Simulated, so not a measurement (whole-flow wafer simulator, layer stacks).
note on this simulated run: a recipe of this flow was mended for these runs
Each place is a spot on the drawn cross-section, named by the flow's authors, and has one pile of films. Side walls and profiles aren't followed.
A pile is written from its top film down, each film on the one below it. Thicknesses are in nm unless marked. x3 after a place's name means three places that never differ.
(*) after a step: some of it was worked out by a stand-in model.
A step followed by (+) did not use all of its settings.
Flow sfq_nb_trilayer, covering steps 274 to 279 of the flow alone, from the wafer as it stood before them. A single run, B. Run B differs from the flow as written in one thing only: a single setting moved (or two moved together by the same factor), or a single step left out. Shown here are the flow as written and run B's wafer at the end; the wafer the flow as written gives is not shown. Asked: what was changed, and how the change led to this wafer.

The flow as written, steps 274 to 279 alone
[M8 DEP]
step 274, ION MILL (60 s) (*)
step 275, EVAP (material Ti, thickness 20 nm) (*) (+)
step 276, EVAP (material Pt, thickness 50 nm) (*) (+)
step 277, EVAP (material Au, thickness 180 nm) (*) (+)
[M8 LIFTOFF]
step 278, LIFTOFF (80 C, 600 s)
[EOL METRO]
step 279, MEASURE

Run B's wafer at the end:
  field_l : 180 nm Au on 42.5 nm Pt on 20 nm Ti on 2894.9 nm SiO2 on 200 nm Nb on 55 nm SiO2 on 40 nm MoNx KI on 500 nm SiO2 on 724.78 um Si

Cause: step 276, EVAP: thickness 42.5 nm was run, though the flow has thickness 50 nm.
The wafer itself shows it: field_l has Pt 42.5, and step 276 as written asks for 50 nm.

How this came from the change, step by step:
  step 276, EVAP (material Pt, thickness 50 nm) (*) (+)
      field_l, v_sur x3, via_wl x2 and 100 more: +42.5 Pt (new film) (in the flow as written it would be: +50 Pt (new film))
  step 278, LIFTOFF (80 C, 600 s)
      p4_fl x5, p4_w1 x9, p3_s0 x11 and 49 more: -180 Au (all of it), -42.5 Pt (all of it), -20 Ti (all of it), -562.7 KrF-resist-other-grade (all of it), -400 lift-off-underlayer (all of it) (in the flow as written it would be: -180 Au (all of it), -50 Pt (all of it), -20 Ti (all of it), -562.7 KrF-resist-other-grade (all of it), -400 lift-off-underlayer (all of it))
      r_sur, res, r_end: -180 Au (all of it), -42.5 Pt (all of it), -20 Ti (all of it), -559.9 KrF-resist-other-grade (all of it), -399.5 lift-off-underlayer (all of it) (in the flow as written it would be: -180 Au (all of it), -50 Pt (all of it), -20 Ti (all of it), -559.9 KrF-resist-other-grade (all of it), -399.5 lift-off-underlayer (all of it))
      (as well as at 18 more places)
